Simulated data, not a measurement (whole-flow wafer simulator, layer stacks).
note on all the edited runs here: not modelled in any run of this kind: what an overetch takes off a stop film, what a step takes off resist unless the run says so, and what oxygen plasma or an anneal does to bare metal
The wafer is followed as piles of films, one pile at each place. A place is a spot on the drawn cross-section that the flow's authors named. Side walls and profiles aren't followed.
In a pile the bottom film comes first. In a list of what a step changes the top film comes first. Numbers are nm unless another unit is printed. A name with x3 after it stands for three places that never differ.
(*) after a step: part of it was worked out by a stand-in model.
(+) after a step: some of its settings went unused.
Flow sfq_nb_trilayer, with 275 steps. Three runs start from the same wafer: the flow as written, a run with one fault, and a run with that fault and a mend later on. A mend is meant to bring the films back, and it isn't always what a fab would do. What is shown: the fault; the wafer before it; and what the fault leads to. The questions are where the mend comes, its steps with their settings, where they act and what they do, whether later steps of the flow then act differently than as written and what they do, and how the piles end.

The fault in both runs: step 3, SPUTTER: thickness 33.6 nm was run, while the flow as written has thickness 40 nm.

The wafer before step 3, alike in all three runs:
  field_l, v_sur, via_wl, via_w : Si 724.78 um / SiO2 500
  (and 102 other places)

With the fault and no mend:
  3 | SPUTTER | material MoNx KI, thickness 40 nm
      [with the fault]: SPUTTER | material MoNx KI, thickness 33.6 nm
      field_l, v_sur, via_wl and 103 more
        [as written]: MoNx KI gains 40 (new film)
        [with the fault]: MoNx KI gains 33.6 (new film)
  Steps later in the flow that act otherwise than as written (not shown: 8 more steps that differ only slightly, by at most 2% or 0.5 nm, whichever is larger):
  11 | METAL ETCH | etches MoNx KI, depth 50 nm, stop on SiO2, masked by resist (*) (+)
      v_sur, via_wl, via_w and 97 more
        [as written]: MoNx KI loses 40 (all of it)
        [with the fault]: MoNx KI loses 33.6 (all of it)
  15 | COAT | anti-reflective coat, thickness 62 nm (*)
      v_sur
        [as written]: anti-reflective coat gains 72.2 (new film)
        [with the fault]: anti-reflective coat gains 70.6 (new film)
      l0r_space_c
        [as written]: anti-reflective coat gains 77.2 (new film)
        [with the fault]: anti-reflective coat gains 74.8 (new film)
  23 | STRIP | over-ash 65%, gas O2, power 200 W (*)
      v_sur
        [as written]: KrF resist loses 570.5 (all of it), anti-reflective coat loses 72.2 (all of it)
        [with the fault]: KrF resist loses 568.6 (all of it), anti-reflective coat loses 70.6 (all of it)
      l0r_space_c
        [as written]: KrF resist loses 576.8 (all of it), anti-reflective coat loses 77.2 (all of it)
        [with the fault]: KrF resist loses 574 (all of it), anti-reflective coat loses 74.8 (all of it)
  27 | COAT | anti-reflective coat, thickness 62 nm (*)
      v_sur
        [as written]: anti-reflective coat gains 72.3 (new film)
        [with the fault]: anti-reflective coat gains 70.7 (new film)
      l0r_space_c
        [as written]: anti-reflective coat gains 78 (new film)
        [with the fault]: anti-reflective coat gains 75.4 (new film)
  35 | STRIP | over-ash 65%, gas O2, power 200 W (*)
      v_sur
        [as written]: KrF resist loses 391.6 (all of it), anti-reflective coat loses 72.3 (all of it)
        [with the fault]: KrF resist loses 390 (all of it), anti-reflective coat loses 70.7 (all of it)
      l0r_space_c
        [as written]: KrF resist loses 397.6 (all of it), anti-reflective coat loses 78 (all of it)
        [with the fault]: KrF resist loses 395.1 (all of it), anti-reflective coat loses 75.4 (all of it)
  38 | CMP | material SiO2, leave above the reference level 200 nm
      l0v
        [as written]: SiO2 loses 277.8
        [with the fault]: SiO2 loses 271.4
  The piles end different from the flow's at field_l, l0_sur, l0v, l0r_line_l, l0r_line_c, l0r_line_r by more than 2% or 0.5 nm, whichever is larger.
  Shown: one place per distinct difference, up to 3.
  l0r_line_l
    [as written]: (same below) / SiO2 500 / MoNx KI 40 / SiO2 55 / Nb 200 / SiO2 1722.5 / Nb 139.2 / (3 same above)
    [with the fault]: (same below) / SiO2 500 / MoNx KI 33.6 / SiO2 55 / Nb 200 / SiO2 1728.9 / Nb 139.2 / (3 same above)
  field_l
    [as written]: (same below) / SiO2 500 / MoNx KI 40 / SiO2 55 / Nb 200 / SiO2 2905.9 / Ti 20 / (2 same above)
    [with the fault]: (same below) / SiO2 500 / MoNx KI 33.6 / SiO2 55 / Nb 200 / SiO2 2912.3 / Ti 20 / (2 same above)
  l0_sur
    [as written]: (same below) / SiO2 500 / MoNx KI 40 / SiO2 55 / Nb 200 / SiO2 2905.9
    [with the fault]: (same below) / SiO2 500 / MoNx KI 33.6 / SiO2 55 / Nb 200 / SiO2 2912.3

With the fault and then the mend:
  The mend stands after step 3.
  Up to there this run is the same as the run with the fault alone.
  3a | SPUTTER | material MoNx KI, thickness 6.4 nm (the flow's step 3, run once more with other settings)
      field_l, v_sur, via_wl and 103 more
        MoNx KI gains 6.4
  Later steps of the flow that are run all act as written at every place that is followed.
  The piles end the same as the flow's at every place that both follow.
